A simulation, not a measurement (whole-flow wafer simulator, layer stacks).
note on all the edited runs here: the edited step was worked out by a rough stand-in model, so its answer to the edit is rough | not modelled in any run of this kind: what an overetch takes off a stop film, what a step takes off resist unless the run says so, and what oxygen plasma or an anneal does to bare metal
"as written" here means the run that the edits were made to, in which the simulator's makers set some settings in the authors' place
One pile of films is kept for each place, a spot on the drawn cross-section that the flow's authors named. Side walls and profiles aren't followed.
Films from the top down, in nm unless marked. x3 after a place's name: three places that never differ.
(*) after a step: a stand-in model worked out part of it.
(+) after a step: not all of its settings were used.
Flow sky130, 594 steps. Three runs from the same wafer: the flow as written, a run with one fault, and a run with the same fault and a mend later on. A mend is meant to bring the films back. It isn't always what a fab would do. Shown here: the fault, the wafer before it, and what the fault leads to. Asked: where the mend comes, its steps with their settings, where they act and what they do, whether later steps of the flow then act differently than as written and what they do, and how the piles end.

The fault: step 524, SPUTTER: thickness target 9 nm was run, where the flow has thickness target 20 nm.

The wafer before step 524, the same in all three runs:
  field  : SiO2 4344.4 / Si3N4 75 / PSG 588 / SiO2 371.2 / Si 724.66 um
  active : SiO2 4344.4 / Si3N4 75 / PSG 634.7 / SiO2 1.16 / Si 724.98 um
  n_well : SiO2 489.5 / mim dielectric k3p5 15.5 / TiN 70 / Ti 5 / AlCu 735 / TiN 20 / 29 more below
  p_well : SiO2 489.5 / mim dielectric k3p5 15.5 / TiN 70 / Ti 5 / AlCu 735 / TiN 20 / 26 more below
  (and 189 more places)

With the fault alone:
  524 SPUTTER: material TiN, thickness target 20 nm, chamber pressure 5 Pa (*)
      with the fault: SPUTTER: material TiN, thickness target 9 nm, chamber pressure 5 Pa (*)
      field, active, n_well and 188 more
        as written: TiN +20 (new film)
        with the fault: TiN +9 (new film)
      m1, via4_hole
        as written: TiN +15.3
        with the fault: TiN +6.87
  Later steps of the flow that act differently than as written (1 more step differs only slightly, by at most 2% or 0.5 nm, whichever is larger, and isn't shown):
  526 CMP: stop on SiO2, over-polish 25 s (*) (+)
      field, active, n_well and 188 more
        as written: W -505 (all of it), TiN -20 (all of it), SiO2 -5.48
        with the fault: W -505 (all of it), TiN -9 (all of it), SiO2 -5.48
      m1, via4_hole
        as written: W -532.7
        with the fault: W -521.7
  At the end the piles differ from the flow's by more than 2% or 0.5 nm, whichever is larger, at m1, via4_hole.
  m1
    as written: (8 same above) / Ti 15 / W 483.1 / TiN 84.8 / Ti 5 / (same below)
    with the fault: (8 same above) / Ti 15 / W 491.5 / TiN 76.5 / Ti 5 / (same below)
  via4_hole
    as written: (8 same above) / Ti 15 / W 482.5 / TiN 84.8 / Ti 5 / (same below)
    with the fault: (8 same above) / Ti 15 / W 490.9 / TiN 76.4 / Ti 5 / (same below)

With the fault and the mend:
  The mend comes after step 524.
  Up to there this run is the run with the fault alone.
  524a SPUTTER: material TiN, thickness target 11 nm, chamber pressure 5 Pa (*) (the flow's step 524 once more, with other settings)
      field, active, n_well and 188 more
        TiN +11
      m1
        TiN +8.39
      via4_hole
        TiN +8.38
  No later step of the flow acts differently than as written at any place that is followed.
  At the end the piles are the same as the flow's at every place that both follow.
